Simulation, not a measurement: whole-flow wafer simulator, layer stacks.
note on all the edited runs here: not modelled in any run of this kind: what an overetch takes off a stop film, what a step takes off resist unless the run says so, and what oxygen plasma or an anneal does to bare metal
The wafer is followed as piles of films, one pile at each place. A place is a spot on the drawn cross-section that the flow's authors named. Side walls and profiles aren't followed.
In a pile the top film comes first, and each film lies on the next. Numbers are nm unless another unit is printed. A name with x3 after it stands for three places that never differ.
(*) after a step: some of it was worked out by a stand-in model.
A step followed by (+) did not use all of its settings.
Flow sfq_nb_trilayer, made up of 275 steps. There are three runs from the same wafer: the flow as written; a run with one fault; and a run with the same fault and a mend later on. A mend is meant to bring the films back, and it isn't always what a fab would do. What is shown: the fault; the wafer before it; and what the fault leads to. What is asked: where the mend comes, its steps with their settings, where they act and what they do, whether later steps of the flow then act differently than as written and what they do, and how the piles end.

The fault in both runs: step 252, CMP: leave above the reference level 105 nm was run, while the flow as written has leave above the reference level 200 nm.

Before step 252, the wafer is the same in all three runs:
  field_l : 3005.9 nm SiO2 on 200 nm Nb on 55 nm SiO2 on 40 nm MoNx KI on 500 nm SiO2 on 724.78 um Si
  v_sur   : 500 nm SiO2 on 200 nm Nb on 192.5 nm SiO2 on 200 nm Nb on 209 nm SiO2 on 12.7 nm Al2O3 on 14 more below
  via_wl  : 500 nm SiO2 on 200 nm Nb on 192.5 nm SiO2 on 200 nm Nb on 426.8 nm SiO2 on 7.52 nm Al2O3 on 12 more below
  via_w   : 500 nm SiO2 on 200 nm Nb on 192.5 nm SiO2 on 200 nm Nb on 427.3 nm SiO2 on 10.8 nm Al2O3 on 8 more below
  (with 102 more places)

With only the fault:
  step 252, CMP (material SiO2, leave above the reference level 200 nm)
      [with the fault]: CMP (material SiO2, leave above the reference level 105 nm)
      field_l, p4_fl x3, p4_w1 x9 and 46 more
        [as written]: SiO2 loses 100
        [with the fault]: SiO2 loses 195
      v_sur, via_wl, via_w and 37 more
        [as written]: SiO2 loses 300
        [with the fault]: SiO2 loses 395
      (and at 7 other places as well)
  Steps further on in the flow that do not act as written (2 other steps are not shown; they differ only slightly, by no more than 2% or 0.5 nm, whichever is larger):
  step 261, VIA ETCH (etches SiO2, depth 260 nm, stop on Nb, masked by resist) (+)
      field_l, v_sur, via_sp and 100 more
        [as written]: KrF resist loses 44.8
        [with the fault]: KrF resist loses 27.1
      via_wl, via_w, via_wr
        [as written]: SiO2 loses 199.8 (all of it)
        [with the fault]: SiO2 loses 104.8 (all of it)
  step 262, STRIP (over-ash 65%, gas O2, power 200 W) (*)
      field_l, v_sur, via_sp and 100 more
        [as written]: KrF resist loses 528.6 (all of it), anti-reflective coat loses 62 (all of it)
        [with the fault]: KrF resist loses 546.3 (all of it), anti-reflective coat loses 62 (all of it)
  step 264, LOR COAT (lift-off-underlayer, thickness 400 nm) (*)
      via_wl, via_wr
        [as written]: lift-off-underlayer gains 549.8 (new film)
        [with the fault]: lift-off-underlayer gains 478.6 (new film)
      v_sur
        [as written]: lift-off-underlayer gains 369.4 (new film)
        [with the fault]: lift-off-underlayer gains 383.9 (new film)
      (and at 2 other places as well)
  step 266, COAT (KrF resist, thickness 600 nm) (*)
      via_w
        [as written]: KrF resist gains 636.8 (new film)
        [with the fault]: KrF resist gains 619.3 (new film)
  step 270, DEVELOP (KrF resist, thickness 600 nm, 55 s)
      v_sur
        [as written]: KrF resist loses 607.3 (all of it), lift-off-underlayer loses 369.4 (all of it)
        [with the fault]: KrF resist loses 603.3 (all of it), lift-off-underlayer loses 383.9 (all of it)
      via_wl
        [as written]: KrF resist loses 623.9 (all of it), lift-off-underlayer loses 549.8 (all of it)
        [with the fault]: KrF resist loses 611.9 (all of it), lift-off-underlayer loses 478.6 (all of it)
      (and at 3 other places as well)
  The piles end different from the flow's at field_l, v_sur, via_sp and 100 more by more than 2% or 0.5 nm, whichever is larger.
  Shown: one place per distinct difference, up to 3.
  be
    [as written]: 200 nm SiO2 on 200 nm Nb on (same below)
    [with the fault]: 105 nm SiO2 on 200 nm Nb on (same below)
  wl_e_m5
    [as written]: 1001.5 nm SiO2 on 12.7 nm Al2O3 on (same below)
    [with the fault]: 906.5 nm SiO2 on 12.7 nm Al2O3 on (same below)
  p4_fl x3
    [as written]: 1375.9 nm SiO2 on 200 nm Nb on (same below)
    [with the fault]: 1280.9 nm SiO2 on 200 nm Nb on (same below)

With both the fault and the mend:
  The mend stands after step 253.
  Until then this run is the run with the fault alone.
  step 253a, PECVD (material SiO2, thickness 95 nm, 150 C, 21.11 s, RF power 183.3 W, pressure 2.4 Torr, precursor SiH4/N2O) (a further turn of the flow's step 251, with different settings)
      field_l, v_sur, via_wl and 103 more
        SiO2 gains 95
  None of the later steps of the flow acts differently than as written at any place that is followed.
  At every place that both follow, the piles at the end match the flow's.
